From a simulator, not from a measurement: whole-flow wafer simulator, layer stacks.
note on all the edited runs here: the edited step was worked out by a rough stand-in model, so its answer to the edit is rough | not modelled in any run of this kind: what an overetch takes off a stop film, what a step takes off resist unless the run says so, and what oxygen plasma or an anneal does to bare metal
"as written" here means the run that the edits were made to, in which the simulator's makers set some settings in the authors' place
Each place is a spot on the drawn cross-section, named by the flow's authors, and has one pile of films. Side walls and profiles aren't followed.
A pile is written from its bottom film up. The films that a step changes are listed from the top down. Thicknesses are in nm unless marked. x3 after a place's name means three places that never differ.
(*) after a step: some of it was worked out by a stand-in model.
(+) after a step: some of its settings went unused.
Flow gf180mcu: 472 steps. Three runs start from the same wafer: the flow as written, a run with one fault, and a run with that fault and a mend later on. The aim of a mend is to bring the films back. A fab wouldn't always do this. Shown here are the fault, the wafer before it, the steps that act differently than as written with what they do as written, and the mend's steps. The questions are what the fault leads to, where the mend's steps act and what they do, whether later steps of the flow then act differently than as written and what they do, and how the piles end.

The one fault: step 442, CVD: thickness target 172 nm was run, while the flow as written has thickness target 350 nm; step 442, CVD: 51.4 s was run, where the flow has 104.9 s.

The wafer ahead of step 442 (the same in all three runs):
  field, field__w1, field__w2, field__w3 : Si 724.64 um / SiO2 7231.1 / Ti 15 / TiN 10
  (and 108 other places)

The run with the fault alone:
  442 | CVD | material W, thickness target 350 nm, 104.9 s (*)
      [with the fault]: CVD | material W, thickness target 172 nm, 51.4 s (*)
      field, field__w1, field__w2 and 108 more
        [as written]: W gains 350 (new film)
        [with the fault]: W gains 173 (new film)
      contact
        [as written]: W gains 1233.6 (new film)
        [with the fault]: W gains 1056.6 (new film)
  Later steps of the flow acting differently than as written:
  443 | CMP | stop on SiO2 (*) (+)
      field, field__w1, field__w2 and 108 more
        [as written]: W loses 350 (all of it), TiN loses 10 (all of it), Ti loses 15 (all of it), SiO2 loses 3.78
        [with the fault]: W loses 173 (all of it), TiN loses 10 (all of it), Ti loses 15 (all of it), SiO2 loses 2
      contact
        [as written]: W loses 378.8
        [with the fault]: W loses 200
  At the end the piles are close to the flow's at the places that both follow, differing by at most 2% or 0.5 nm, whichever is larger.

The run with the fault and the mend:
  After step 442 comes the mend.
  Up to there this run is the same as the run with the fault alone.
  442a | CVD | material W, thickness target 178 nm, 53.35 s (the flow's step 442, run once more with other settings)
      field, field__w1, field__w2 and 109 more
        W gains 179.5
  None of the later steps of the flow differs from how it acts as written, at any place that is followed, by more than 2% or 0.5 nm, whichever is larger.
  At the end the piles are close to the flow's at the places that both follow, differing by at most 2% or 0.5 nm, whichever is larger.
